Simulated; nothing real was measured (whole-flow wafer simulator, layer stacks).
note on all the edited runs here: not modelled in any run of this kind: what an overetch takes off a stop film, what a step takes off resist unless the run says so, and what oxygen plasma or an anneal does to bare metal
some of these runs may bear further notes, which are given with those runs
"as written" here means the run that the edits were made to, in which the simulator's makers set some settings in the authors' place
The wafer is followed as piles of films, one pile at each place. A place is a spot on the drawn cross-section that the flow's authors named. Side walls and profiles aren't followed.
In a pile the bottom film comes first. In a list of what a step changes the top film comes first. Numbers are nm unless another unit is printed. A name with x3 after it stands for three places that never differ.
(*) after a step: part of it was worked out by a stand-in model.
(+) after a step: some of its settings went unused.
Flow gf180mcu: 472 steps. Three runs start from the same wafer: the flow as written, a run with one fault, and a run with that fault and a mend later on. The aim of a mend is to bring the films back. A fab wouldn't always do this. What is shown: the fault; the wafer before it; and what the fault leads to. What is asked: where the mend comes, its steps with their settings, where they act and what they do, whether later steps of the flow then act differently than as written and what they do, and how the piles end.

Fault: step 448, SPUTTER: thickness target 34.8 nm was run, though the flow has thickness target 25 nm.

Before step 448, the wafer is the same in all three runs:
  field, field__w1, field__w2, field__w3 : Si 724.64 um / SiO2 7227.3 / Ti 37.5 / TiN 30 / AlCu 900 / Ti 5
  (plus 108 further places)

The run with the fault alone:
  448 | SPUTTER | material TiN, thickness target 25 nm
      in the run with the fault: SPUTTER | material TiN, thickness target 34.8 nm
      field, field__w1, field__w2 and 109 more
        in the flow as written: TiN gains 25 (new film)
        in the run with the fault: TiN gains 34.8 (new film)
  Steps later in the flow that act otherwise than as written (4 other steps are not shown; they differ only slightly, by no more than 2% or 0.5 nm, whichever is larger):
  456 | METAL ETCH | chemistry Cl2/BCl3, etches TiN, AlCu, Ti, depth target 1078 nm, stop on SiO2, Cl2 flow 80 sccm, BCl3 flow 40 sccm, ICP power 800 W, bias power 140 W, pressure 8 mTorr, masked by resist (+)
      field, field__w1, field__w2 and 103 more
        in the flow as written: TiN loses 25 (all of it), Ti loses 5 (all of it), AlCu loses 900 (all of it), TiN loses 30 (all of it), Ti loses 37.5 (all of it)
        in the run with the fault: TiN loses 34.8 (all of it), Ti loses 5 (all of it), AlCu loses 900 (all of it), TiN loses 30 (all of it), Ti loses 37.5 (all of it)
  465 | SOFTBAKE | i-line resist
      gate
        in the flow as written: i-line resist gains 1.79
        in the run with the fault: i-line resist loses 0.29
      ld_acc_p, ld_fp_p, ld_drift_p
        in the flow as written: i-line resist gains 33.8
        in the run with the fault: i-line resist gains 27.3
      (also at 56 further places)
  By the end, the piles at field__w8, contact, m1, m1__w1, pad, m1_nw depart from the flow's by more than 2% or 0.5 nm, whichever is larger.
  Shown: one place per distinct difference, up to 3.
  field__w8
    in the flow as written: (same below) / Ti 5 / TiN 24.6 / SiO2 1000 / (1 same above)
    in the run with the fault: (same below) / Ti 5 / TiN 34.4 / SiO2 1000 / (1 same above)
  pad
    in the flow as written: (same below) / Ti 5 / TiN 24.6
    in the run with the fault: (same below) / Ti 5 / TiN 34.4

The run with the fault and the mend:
  The mend stands after step 455.
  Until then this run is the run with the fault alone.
  455a | STRIP | chemistry O2/N2, power 2160 W, pressure 1700 mTorr (*)
      field__w8, contact, m1, m1__w1, pad, m1_nw
        resist loses 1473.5 (all of it)
  455b | METAL ETCH | chemistry Cl2/BCl3, etches TiN, AlCu, Ti, depth target 9.8 nm, Cl2 flow 80 sccm, BCl3 flow 40 sccm, ICP power 800 W, bias power 140 W, pressure 8 mTorr (the flow's step 260, run once more with other settings)
      field, field__w1, field__w2 and 109 more
        TiN loses 9.8
  455c | HMDS | 120 C, 60 s (the flow's step 450, run once more)
      alters no film at any place that is followed
  455d | COAT | resist, thickness 1500 nm (the flow's step 451, run once more)
      field, field__w1, field__w2 and 109 more
        resist gains 1500 (new film)
  455e | SOFTBAKE | resist (the flow's step 452, run once more)
      alters no film at any place that is followed
  455f | EXPOSE | photomask MetalTop (the flow's step 453, run once more)
      alters no film at any place that is followed
  455g | PEB | resist, 70.3 s (the flow's step 454, run once more)
      field, field__w1, field__w2 and 109 more
        resist loses 26.5
  455h | DEVELOP | thickness 1500 nm, 60 s (the flow's step 455, run once more)
      field, field__w1, field__w2 and 103 more
        resist loses 1473.5 (all of it)
  Later steps of the flow that are run all act as written at every place that is followed.
  By the end, the piles equal the flow's at every place that both follow.
